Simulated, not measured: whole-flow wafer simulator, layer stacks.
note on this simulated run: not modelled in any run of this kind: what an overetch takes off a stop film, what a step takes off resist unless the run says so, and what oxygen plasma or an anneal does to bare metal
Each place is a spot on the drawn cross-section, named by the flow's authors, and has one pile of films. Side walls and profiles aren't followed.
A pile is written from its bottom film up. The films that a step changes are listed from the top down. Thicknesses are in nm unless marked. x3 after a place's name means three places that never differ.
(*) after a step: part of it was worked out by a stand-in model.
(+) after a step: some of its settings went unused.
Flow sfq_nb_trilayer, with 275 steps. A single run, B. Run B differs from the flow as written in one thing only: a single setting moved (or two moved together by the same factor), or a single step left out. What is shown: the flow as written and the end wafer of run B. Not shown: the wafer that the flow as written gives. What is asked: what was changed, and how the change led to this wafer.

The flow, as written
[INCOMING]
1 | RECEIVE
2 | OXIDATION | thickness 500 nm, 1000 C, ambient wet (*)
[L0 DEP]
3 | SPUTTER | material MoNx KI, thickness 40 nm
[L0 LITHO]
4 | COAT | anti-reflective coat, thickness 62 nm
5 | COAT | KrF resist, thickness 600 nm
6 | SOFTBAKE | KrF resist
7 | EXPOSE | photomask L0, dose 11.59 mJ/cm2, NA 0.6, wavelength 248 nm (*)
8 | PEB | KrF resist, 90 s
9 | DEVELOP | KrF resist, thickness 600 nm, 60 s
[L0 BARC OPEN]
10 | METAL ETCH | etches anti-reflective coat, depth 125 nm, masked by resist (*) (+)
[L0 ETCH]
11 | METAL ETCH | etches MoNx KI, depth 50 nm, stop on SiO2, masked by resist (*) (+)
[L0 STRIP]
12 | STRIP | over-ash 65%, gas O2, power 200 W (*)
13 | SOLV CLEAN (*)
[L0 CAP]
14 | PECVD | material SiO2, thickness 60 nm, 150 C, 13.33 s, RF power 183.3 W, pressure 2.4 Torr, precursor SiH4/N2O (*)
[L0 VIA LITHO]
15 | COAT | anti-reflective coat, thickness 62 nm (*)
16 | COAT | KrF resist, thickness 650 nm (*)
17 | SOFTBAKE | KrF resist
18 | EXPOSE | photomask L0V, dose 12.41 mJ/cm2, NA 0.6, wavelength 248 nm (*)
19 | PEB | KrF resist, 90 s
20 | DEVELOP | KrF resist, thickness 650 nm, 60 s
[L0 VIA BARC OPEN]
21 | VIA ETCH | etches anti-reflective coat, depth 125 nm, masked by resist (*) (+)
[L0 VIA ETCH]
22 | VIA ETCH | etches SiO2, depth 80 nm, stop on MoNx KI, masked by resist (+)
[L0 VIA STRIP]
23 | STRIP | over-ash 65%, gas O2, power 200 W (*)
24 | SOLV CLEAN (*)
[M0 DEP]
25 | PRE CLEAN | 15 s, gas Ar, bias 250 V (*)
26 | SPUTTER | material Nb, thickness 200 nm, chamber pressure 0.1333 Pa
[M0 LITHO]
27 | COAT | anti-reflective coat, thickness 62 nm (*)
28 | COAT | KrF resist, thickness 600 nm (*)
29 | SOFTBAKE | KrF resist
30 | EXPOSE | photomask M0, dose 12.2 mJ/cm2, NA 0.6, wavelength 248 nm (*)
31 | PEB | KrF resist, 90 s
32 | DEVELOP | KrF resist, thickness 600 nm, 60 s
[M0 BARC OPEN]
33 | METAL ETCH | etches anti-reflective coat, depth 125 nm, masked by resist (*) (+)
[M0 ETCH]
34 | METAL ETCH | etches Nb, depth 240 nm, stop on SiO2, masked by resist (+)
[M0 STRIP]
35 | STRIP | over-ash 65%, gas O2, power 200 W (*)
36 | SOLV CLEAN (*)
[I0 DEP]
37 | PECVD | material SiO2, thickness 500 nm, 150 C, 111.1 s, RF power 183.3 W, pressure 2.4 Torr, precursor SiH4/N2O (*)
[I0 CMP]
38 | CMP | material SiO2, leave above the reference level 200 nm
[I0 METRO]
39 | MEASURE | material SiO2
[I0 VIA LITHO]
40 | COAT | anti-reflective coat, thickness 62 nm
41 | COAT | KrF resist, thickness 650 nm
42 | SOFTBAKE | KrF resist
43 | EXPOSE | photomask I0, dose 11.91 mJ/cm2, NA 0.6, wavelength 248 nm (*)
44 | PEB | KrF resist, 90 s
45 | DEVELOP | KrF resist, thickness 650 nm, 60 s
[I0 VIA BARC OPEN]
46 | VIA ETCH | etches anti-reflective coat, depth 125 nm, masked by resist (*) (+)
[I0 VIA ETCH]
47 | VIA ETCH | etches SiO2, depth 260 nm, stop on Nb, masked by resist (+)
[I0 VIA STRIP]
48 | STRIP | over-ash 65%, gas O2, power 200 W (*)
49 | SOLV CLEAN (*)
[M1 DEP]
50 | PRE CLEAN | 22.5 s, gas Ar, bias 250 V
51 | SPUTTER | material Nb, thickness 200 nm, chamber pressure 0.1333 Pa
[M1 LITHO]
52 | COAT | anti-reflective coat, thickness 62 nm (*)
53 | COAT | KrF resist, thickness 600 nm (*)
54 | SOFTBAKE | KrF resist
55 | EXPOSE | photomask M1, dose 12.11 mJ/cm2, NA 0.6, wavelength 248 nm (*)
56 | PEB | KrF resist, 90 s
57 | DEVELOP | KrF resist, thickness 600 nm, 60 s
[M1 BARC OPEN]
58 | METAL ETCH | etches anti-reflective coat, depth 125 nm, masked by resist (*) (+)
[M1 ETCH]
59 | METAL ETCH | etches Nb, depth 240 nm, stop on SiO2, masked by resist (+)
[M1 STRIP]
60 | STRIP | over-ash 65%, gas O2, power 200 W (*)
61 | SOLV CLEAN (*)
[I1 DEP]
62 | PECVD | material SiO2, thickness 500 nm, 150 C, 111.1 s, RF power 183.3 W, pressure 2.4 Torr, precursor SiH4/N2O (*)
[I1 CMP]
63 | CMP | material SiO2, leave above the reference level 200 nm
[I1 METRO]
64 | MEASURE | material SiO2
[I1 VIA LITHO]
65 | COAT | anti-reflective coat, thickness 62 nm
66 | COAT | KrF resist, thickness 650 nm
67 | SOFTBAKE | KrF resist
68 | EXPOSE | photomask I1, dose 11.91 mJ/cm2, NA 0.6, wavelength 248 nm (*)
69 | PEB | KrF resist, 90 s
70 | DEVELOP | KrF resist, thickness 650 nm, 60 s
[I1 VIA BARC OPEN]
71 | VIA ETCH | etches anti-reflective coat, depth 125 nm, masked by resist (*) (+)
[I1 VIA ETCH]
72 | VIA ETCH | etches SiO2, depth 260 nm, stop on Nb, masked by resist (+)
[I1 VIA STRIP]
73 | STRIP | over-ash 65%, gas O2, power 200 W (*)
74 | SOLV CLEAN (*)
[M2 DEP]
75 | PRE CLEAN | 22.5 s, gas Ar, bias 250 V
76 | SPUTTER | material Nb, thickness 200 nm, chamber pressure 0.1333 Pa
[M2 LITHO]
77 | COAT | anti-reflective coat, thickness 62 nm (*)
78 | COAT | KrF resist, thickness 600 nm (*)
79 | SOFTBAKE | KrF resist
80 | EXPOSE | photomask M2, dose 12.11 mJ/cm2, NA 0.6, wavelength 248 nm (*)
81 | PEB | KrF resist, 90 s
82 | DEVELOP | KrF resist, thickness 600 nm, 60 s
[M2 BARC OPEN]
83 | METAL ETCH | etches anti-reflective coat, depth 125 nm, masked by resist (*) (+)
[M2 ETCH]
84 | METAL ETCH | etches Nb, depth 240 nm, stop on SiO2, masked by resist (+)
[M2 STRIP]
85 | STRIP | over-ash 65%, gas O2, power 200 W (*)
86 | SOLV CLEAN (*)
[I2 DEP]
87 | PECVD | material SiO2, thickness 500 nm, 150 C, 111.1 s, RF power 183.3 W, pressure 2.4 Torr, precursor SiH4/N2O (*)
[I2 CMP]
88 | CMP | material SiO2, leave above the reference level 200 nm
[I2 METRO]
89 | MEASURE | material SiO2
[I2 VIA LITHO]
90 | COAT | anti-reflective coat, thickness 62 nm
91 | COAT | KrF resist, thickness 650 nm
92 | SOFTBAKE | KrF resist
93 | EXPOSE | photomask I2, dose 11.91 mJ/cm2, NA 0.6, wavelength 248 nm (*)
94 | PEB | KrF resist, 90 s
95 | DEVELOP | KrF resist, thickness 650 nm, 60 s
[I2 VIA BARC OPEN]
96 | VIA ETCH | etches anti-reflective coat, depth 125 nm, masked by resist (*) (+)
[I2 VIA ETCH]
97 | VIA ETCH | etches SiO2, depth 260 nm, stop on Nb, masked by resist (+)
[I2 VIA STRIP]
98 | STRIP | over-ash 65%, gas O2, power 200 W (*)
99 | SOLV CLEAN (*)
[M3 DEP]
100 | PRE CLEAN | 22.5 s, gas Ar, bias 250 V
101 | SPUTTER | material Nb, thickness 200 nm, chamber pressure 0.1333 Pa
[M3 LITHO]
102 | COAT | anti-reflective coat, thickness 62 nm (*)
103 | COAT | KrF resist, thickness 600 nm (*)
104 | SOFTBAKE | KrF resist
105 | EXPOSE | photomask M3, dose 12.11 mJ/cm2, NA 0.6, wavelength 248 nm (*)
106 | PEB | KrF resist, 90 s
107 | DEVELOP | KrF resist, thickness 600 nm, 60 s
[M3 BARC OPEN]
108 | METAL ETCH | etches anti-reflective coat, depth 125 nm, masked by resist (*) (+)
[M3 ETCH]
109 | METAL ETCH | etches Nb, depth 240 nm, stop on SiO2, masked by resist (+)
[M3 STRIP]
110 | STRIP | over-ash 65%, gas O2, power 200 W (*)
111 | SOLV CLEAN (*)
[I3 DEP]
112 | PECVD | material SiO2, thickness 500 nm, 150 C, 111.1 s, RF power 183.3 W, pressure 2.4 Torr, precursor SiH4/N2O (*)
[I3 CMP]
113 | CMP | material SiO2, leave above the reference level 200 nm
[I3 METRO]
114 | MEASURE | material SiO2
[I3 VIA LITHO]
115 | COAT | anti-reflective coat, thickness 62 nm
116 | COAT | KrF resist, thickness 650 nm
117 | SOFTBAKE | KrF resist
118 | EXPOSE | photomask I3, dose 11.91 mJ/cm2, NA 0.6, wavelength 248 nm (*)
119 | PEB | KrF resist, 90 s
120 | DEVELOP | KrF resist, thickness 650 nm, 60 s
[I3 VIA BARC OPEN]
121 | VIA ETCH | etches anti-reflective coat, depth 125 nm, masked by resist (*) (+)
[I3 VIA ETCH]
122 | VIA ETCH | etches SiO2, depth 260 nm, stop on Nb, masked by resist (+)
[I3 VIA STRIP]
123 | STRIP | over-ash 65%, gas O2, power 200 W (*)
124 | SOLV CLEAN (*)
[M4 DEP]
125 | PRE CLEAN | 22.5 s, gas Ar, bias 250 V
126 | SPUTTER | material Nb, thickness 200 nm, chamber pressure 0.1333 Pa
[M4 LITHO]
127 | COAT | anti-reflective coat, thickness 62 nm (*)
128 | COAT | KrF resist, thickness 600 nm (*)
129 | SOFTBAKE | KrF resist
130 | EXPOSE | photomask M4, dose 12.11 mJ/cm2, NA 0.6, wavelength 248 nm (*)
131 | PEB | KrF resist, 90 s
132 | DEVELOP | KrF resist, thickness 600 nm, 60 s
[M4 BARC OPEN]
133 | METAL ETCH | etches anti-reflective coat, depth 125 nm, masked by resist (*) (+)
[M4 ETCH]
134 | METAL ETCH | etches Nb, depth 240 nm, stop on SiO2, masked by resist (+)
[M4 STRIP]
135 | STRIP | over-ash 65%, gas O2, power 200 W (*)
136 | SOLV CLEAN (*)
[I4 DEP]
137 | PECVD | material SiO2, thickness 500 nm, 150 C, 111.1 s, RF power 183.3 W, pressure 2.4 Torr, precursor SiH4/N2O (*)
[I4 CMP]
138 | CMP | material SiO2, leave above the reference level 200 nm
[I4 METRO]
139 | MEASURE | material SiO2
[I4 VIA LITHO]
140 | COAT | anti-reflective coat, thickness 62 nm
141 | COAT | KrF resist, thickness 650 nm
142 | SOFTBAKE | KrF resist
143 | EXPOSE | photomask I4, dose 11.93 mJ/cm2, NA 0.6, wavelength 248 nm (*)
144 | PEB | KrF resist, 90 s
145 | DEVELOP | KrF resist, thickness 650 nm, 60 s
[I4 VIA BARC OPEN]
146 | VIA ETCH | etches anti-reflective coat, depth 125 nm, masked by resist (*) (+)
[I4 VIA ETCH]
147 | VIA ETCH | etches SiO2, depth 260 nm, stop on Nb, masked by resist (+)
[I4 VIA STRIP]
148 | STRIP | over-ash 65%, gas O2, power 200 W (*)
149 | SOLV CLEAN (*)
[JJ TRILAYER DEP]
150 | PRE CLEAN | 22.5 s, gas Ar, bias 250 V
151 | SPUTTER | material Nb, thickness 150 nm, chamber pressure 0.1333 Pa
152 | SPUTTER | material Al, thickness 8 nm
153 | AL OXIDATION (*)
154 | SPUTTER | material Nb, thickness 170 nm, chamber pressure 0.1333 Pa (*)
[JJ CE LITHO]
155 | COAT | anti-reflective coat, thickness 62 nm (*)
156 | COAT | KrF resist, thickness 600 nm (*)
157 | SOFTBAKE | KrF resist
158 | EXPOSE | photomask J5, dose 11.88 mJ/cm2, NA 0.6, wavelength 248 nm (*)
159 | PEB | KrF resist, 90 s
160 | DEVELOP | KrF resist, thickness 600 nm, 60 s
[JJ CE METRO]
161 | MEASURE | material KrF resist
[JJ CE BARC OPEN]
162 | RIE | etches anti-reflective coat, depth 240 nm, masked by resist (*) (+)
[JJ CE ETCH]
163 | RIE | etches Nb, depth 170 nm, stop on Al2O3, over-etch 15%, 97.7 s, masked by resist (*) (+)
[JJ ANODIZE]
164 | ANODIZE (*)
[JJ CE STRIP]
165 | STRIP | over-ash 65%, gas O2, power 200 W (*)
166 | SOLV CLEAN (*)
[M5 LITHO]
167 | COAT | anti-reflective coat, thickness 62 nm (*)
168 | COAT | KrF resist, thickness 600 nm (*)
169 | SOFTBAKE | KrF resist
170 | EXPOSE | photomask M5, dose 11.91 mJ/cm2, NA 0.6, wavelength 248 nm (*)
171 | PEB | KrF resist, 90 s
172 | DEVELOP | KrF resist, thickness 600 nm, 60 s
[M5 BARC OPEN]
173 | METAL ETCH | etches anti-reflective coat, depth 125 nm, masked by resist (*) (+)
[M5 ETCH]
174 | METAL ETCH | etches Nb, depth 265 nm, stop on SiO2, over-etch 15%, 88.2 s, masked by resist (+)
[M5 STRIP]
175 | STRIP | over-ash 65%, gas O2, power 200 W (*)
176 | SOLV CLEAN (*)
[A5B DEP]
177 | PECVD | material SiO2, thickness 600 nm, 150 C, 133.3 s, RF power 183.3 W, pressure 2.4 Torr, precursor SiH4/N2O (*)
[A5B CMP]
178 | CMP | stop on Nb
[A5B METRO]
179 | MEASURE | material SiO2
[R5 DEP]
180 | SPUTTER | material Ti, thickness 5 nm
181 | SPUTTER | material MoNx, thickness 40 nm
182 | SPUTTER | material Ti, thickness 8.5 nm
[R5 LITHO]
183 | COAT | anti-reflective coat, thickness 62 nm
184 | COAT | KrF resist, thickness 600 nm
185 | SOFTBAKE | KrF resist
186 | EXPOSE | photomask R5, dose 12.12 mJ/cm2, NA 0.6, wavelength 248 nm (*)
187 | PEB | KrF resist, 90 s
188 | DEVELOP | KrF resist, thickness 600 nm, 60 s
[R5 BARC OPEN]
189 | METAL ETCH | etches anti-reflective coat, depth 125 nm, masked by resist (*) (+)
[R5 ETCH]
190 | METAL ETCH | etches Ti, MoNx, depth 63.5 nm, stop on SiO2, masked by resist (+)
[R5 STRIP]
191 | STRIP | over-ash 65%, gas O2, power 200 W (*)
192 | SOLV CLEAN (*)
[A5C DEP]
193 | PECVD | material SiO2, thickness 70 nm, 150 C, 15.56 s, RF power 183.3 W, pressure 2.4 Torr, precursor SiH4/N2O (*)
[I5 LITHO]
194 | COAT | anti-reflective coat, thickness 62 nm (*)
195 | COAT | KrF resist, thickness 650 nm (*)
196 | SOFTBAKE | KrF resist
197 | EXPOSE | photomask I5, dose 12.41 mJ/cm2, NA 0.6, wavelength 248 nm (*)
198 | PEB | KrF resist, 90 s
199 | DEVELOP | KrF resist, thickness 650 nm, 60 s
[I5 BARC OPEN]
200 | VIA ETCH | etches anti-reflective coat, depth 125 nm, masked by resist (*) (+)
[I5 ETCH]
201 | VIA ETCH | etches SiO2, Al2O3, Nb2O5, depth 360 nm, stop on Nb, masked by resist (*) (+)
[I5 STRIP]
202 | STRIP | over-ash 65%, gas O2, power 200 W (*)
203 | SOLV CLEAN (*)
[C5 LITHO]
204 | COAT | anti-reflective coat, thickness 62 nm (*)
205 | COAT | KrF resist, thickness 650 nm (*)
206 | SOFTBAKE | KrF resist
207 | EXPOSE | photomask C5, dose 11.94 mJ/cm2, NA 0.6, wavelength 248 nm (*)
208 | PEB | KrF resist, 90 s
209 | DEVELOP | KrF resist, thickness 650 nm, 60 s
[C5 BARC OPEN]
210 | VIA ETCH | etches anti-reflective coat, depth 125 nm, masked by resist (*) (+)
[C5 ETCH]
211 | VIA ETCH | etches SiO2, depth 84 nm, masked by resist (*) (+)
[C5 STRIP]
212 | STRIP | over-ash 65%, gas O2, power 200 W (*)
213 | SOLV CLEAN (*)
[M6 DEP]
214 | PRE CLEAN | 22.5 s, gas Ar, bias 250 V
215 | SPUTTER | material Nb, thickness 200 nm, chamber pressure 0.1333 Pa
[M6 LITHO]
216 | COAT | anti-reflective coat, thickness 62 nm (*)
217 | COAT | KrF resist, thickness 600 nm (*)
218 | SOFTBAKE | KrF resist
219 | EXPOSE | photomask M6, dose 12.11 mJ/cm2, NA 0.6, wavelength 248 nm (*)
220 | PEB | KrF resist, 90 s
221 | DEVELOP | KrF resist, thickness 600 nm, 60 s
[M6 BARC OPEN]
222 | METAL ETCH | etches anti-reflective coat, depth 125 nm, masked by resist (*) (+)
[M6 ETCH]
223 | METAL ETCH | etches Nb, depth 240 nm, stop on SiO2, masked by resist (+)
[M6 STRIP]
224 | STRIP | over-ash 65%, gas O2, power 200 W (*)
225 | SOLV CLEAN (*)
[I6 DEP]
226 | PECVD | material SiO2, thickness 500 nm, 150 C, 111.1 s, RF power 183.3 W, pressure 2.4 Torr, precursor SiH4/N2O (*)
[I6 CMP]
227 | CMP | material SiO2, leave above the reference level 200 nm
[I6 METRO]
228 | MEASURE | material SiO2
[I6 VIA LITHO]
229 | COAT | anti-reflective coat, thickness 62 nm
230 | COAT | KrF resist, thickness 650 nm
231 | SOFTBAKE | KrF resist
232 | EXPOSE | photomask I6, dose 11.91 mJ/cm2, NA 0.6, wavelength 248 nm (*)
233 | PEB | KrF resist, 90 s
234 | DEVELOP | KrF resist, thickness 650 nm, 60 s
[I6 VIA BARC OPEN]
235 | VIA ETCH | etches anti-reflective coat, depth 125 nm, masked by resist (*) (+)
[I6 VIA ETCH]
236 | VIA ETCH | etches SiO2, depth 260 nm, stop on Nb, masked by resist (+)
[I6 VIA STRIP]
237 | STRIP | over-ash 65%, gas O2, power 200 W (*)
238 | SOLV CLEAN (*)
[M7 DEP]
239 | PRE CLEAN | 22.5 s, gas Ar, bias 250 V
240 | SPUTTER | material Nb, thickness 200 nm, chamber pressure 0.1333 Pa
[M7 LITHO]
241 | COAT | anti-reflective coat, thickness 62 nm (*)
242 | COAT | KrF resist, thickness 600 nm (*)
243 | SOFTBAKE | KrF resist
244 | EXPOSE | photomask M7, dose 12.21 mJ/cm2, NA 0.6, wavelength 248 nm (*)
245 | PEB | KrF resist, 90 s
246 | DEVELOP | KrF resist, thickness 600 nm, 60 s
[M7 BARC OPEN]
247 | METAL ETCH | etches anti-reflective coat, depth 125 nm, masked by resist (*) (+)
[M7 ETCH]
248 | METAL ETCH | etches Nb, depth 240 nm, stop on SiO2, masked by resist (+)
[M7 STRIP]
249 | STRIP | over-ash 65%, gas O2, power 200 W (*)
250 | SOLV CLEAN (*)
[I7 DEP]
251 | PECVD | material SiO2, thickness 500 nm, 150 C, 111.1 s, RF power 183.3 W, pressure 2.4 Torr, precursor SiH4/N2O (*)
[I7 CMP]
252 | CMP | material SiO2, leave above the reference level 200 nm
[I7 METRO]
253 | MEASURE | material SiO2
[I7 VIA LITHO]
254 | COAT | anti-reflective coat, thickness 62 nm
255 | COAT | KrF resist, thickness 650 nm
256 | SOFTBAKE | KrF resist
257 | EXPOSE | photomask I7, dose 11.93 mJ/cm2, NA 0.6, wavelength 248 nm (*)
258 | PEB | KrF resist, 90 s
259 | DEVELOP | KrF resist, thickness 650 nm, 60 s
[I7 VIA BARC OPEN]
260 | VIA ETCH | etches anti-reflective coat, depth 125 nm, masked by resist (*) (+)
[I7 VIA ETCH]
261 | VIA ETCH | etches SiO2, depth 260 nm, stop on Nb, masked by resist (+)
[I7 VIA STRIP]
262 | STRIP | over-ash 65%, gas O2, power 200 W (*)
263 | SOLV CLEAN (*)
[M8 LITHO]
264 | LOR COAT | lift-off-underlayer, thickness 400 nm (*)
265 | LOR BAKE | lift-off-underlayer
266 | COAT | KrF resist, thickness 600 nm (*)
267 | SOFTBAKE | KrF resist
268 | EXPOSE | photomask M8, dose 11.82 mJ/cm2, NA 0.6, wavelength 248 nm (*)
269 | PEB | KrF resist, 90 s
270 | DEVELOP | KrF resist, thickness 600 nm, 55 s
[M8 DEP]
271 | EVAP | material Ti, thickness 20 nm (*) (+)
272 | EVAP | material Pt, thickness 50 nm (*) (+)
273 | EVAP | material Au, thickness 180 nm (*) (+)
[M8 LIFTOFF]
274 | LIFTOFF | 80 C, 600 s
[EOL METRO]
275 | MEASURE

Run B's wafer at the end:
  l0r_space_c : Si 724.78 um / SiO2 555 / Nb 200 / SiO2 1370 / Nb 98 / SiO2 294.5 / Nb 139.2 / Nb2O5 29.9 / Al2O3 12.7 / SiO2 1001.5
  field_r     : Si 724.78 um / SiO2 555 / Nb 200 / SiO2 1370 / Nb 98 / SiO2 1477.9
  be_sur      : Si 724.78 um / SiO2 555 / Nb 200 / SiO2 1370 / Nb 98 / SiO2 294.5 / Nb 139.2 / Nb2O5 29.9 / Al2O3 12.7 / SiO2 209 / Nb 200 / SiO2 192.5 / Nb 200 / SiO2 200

What caused this: step 134, METAL ETCH: depth 102 nm was run, while the flow as written has depth 240 nm.

How this came from the change, step by step:
  134 | METAL ETCH | etches Nb, depth 240 nm, stop on SiO2, masked by resist (+)
      field_l, be, be_sur and 64 more: -102 Nb (it would be, as written: -200 Nb (all of it))
      v_sur, via_wl, via_w and 36 more: -60 KrF resist (it would be, as written: -141.2 KrF resist)
  135 | STRIP | over-ash 65%, gas O2, power 200 W (*)
      p4_fl, p4_fm, p4_w1 and 26 more: -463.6 KrF resist (all of it), -62 anti-reflective coat (all of it) (it would be, as written: -382.4 KrF resist (all of it), -62 anti-reflective coat (all of it))
      ln_m5, lsp_m, ln_m6: -463.1 KrF resist (all of it), -61.8 anti-reflective coat (all of it) (it would be, as written: -381.9 KrF resist (all of it), -61.8 anti-reflective coat (all of it))
      (as well as at 7 more places)
  137 | PECVD | material SiO2, thickness 500 nm, 150 C, 111.1 s, RF power 183.3 W, pressure 2.4 Torr, precursor SiH4/N2O (*)
      field_l, be, be_sur and 55 more: +500 SiO2 (new film) (it would be, as written: +500 SiO2)
      p3_s0, p3_s1, p3_s2, p3_s3, p3_s4, p3_s5: +500 SiO2 (new film) (it would be, as written: +557.1 SiO2)
      (as well as at 3 more places)
  138 | CMP | material SiO2, leave above the reference level 200 nm
      field_l, be, be_sur and 55 more: -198 SiO2 (it would be, as written: -100 SiO2)
      p3_s0, p3_s1, p3_s2, p3_s3, p3_s4, p3_s5: -198 SiO2 (it would be, as written: -157.1 SiO2)
      (as well as at 3 more places)
Taking metal films that touch as one body, l0r_space_c has 3 bodies (between them, from the top down: SiO2 294.5; SiO2 1370); the flow as written gives 2 bodies (between them, from the top down: SiO2 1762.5).
Taking metal films that touch as one body, field_r has 2 bodies (between them, from the top down: SiO2 1370); the flow as written gives 1 body.
Taking metal films that touch as one body, be_sur has 5 bodies (between them, from the top down: SiO2 192.5; SiO2 209 / Al2O3 12.7 / Nb2O5 29.9; SiO2 294.5; SiO2 1370); the flow as written gives 4 bodies (between them, from the top down: SiO2 192.5; SiO2 209 / Al2O3 12.7 / Nb2O5 29.9; SiO2 1762.5).
